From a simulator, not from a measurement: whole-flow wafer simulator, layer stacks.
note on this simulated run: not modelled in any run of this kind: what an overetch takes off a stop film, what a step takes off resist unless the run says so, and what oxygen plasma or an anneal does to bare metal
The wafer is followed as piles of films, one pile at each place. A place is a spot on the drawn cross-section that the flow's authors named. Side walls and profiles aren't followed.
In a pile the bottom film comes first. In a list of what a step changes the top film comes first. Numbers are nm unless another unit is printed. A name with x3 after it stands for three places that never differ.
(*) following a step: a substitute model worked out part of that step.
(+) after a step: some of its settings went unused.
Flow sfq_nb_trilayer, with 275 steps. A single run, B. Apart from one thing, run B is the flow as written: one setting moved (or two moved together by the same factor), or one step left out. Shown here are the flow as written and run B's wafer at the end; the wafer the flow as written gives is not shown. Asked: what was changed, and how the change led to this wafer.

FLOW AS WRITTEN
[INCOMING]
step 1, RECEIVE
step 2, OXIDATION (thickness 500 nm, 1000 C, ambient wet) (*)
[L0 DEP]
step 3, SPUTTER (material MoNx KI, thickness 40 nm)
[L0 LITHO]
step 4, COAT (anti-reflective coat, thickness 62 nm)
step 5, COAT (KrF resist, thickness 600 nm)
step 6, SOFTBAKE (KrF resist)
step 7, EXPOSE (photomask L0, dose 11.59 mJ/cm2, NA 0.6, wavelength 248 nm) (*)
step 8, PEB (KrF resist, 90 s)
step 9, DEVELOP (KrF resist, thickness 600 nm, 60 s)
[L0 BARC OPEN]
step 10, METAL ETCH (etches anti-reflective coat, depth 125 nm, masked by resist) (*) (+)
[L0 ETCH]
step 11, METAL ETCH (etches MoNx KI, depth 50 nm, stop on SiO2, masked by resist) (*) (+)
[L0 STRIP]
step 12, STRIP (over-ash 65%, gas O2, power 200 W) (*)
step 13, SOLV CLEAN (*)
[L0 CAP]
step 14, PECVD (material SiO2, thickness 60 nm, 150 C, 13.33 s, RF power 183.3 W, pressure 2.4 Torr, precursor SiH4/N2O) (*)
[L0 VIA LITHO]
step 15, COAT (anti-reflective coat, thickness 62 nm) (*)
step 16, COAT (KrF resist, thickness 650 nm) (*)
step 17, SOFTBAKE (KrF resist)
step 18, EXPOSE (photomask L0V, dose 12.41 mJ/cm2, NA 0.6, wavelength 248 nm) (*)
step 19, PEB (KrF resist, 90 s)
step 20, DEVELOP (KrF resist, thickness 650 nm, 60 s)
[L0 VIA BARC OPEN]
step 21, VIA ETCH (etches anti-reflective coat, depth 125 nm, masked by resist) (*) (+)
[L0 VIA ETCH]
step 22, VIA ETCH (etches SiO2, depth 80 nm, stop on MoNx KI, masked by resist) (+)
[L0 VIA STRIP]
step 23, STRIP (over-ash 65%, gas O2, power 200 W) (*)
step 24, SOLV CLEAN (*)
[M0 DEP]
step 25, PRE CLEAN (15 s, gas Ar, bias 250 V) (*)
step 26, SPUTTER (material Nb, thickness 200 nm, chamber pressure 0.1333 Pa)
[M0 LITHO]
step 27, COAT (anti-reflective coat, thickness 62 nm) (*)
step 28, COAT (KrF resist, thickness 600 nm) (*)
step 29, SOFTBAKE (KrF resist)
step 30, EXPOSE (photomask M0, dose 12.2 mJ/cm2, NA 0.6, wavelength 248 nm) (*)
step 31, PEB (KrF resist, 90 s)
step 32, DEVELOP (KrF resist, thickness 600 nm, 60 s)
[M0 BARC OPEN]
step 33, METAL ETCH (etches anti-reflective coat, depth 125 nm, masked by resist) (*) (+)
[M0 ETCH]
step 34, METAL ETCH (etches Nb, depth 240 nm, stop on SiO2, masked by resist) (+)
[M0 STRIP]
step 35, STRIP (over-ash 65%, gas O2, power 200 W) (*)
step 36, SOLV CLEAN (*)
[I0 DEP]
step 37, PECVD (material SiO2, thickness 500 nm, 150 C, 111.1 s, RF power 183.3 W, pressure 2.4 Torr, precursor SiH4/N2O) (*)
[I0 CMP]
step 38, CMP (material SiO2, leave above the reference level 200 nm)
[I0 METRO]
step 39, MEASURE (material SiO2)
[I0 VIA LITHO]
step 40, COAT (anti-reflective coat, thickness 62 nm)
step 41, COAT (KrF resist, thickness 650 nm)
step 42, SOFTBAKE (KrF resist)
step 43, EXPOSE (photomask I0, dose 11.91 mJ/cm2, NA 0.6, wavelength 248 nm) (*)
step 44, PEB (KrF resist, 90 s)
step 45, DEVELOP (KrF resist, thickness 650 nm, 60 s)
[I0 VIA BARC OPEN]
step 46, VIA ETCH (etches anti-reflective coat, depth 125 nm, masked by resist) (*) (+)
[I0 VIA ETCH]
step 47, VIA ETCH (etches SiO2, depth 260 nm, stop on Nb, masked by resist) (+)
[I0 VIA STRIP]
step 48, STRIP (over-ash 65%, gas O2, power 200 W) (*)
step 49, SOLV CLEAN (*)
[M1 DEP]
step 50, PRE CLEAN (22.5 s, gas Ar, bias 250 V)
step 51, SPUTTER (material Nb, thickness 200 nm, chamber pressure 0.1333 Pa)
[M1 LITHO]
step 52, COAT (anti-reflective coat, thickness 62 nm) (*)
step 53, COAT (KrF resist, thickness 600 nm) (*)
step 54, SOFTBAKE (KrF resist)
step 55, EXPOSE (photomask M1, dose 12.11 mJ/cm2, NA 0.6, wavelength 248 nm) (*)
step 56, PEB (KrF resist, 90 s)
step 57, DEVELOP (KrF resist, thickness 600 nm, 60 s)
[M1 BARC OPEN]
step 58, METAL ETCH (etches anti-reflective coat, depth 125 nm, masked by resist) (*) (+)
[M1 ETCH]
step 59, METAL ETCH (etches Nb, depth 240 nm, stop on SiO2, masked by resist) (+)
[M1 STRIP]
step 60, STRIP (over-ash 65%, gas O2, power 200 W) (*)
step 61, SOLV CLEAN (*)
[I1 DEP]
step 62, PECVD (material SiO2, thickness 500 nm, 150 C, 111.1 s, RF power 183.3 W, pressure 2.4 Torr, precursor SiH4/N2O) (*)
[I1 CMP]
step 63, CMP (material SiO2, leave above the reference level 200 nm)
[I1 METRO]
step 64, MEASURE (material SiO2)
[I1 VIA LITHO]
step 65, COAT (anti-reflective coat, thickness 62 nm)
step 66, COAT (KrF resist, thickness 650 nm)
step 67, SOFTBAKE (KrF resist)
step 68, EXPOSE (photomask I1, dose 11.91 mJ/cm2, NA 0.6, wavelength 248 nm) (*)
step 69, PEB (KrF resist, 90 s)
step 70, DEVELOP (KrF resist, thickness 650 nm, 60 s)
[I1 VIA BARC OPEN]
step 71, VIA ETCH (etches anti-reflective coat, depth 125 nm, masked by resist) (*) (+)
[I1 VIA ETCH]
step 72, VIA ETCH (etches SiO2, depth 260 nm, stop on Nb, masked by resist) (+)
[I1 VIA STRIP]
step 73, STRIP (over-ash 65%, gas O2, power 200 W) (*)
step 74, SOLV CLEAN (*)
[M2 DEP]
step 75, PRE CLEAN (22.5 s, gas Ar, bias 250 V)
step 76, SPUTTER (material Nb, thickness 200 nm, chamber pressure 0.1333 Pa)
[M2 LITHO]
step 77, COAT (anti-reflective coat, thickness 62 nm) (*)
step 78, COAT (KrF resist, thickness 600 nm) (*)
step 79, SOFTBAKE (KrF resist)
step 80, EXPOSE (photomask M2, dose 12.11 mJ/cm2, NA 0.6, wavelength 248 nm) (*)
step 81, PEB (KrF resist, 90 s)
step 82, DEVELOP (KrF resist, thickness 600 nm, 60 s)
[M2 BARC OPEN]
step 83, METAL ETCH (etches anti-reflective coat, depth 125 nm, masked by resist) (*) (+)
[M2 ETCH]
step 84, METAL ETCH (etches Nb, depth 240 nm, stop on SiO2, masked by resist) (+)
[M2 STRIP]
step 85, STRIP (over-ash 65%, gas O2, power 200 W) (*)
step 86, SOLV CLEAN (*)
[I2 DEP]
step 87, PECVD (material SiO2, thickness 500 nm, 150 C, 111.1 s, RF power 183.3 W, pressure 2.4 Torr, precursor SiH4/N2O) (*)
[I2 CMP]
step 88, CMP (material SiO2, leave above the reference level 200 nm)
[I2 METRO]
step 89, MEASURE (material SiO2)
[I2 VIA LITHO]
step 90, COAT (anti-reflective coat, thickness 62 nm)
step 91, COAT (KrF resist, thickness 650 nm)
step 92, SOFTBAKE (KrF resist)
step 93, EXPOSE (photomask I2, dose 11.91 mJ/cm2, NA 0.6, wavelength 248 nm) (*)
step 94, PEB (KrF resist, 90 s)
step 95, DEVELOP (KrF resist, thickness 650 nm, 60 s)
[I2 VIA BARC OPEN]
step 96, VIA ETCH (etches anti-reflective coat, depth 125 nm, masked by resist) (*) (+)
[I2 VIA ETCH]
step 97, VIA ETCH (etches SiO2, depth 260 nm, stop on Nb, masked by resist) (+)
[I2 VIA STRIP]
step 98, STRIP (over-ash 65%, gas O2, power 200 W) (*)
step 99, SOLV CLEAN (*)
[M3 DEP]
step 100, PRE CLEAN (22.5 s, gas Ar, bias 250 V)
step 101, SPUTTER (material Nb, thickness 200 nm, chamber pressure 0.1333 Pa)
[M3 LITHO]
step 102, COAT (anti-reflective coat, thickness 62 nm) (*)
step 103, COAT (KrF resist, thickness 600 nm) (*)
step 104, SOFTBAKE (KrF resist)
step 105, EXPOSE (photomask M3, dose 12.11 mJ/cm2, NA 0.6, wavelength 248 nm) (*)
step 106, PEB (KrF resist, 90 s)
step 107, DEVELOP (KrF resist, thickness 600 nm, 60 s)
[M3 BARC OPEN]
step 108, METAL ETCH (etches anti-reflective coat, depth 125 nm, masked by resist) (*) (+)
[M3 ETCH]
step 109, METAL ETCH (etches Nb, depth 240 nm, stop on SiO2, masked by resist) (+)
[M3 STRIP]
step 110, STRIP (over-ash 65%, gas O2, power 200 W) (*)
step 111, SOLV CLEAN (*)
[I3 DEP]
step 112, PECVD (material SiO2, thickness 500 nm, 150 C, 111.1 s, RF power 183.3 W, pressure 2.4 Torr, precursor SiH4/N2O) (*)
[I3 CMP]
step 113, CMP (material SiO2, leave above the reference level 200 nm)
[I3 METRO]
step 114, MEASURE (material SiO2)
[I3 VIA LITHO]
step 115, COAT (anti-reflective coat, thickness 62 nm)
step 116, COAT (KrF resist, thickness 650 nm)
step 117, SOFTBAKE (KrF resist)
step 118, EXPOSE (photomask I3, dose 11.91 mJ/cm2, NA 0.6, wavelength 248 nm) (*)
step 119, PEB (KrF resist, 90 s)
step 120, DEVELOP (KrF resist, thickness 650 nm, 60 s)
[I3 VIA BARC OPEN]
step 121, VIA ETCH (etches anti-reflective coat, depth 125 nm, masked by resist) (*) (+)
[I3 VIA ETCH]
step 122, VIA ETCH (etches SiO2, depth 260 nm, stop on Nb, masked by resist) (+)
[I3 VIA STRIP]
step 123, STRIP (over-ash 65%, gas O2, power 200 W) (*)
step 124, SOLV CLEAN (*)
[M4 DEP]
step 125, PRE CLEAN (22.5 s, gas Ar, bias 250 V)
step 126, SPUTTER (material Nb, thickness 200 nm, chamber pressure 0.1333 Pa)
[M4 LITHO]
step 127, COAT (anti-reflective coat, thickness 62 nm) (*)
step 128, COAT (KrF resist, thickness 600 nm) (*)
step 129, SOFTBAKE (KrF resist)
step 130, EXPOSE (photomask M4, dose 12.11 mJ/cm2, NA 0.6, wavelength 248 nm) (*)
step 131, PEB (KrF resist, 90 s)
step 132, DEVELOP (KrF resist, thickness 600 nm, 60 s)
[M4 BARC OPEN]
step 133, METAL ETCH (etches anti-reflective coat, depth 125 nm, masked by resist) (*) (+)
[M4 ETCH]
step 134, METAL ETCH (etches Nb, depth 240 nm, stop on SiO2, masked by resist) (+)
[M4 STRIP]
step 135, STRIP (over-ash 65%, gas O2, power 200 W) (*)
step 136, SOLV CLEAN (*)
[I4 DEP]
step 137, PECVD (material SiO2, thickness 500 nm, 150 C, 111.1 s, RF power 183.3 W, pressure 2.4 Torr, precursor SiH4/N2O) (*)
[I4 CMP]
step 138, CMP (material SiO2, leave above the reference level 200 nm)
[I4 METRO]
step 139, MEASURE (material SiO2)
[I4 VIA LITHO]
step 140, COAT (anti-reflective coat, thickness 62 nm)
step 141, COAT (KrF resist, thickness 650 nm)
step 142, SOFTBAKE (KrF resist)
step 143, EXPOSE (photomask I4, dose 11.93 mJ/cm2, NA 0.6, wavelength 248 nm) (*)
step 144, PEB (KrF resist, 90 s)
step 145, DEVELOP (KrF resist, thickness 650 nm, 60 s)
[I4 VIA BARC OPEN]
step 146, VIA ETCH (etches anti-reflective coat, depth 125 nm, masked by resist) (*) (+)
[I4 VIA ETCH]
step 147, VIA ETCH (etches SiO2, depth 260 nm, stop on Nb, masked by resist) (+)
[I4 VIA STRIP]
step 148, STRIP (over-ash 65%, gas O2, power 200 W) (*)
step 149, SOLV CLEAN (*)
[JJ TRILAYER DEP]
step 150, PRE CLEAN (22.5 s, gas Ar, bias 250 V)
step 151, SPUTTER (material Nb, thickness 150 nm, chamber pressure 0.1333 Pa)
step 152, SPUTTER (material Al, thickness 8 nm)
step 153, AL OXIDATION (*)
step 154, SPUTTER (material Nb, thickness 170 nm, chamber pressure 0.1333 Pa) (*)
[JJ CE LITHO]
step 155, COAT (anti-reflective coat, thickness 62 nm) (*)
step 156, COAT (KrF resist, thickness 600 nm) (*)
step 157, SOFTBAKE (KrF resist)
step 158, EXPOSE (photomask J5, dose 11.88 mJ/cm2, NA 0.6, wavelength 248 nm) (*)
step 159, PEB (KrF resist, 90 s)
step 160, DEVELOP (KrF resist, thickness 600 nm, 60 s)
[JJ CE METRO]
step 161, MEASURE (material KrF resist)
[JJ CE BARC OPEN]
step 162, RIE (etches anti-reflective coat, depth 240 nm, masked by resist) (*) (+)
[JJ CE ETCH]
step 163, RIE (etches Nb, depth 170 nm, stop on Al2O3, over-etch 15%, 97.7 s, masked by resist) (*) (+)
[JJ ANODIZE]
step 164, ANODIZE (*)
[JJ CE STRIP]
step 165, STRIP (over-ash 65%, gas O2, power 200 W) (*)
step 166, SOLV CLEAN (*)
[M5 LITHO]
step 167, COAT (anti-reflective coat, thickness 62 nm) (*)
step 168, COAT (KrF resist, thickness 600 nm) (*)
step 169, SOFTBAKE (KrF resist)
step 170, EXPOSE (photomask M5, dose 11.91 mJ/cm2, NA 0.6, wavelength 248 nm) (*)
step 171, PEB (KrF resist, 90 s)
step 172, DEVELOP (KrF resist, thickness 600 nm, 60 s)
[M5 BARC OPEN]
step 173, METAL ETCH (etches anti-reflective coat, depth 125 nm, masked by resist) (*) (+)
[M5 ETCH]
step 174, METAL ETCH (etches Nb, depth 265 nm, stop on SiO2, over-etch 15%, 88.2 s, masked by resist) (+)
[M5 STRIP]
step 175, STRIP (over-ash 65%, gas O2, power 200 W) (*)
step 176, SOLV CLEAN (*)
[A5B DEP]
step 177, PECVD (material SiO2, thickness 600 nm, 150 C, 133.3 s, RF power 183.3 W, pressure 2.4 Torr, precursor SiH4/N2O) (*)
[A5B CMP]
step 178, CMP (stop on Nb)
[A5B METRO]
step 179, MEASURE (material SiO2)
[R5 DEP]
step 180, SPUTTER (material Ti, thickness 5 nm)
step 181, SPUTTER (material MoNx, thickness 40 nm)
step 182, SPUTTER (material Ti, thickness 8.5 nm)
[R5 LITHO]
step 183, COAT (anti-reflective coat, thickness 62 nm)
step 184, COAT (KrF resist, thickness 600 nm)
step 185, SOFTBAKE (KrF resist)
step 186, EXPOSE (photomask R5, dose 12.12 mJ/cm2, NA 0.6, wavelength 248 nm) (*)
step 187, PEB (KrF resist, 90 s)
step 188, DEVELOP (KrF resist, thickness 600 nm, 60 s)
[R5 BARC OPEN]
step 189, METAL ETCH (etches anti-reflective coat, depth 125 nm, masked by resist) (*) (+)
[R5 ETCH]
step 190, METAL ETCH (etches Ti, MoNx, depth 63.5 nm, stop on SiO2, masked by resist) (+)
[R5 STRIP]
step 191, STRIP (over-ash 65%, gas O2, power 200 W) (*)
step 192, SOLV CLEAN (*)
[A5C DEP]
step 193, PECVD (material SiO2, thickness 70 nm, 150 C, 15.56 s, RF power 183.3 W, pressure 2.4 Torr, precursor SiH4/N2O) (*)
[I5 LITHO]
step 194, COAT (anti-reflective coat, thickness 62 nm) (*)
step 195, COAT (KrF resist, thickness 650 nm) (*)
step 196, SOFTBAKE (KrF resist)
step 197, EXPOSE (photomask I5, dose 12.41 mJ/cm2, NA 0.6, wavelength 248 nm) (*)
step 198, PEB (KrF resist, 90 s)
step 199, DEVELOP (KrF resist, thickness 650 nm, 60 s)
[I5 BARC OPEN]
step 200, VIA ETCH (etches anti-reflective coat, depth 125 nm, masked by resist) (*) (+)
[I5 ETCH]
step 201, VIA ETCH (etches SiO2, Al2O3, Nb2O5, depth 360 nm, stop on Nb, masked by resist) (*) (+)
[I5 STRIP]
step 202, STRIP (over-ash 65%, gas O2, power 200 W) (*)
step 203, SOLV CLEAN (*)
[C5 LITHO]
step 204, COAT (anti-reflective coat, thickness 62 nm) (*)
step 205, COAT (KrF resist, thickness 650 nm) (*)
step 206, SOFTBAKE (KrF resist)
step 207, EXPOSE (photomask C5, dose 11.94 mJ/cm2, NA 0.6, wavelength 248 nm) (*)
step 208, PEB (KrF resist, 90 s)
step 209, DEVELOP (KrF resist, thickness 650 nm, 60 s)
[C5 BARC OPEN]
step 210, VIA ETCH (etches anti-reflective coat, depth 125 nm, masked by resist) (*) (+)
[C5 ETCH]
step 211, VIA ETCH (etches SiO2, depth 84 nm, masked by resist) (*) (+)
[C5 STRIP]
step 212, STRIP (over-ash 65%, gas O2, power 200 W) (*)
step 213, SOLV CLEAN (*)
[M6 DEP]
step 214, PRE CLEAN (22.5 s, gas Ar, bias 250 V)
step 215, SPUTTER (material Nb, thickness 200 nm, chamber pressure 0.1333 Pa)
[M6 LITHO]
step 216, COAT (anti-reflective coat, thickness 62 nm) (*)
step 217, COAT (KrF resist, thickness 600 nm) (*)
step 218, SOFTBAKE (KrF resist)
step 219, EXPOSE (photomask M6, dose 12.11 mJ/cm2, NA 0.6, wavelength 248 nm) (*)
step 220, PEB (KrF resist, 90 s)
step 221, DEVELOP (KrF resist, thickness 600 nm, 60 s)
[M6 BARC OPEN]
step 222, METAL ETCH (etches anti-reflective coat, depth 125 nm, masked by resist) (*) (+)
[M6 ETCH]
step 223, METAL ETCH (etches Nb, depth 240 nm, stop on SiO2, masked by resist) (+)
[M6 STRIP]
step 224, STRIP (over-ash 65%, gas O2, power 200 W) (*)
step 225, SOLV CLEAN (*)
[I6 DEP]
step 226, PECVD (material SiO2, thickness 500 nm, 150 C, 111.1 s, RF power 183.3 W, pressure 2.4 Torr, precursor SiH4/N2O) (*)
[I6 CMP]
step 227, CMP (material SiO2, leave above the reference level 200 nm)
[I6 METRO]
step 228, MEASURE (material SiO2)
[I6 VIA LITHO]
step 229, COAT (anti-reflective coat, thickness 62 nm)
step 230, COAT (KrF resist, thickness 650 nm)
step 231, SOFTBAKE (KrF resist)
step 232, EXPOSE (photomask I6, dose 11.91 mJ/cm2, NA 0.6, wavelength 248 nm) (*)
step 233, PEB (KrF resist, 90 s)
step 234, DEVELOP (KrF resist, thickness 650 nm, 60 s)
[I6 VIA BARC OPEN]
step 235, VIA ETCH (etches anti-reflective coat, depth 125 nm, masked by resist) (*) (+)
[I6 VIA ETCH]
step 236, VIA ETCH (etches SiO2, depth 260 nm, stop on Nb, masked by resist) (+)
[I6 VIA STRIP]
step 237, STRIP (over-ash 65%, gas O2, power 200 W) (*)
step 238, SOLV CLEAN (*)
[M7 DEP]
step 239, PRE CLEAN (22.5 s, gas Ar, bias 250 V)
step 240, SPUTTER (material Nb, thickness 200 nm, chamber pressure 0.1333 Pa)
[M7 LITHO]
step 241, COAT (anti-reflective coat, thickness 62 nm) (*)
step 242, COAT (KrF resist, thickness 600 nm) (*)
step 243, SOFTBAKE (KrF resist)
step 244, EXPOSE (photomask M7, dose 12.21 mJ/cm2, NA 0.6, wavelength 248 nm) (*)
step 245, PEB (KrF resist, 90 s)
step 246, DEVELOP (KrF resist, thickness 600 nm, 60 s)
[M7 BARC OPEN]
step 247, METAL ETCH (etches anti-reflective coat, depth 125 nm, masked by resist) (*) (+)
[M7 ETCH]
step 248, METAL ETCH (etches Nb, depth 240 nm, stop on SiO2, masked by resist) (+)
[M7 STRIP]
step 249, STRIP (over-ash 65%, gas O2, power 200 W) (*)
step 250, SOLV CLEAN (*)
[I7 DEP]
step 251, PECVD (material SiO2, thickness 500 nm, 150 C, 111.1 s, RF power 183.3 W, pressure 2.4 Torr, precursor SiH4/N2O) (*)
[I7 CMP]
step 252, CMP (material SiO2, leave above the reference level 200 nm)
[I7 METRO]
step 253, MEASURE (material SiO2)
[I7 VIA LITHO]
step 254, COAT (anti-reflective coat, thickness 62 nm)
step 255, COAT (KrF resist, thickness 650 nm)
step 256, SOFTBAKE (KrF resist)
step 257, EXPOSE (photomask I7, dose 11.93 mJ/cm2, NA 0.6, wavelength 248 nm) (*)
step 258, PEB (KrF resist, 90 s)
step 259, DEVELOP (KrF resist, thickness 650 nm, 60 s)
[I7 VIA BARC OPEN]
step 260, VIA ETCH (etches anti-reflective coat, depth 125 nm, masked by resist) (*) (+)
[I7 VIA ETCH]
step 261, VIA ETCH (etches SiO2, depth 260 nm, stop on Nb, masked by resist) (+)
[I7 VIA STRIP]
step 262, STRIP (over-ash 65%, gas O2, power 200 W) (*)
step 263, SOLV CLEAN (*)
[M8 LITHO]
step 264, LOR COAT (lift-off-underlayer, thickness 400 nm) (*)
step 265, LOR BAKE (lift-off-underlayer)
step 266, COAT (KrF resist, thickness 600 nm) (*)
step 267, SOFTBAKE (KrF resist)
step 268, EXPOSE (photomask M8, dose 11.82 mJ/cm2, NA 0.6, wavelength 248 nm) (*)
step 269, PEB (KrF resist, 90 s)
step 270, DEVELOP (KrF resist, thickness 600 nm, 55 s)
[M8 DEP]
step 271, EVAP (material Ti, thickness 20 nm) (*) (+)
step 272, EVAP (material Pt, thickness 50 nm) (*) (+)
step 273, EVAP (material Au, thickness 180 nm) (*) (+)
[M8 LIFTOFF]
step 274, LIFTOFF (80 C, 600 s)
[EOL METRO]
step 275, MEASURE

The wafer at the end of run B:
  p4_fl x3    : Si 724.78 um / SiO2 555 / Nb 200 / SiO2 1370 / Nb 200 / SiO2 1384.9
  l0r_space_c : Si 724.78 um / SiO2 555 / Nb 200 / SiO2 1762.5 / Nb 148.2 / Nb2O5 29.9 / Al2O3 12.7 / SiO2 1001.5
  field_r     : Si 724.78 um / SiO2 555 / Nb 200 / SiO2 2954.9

The reason: step 151, SPUTTER: thickness 159 nm was run, while the flow as written has thickness 150 nm.

The path from the change to this, step by step:
  step 151, SPUTTER (material Nb, thickness 150 nm, chamber pressure 0.1333 Pa)
      field_l, v_sur, via_sp and 100 more: +159 Nb (new film) (as written it would have been: +150 Nb (new film))
      via_wl, via_w, via_wr: +138.3 Nb (as written it would have been: +130.4 Nb)
  step 167, COAT (anti-reflective coat, thickness 62 nm) (*)
      ce_l: +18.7 anti-reflective coat (new film) (as written it would have been: +19.6 anti-reflective coat (new film))
  step 174, METAL ETCH (etches Nb, depth 265 nm, stop on SiO2, over-etch 15%, 88.2 s, masked by resist) (+)
      field_l, r_sur, res and 50 more: -12.6 Al2O3 (all of it), -29.9 Nb2O5 (all of it), -148.2 Nb (all of it), -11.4 SiO2 (as written it would have been: -12.6 Al2O3 (all of it), -29.9 Nb2O5 (all of it), -139.2 Nb (all of it), -12.3 SiO2)
  step 175, STRIP (over-ash 65%, gas O2, power 200 W) (*)
      ce_l: -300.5 KrF resist (all of it), -18.7 anti-reflective coat (all of it) (as written it would have been: -299.6 KrF resist (all of it), -19.6 anti-reflective coat (all of it))
  step 178, CMP (stop on Nb)
      field_l, p4_fl x3, p4_w1 x9 and 29 more: -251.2 SiO2 (as written it would have been: -259.3 SiO2)
      r_sur, res, r_end, moat, field_r, lsp_l: -243.9 SiO2 (as written it would have been: -252.3 SiO2)
      (as well as at 5 more places)
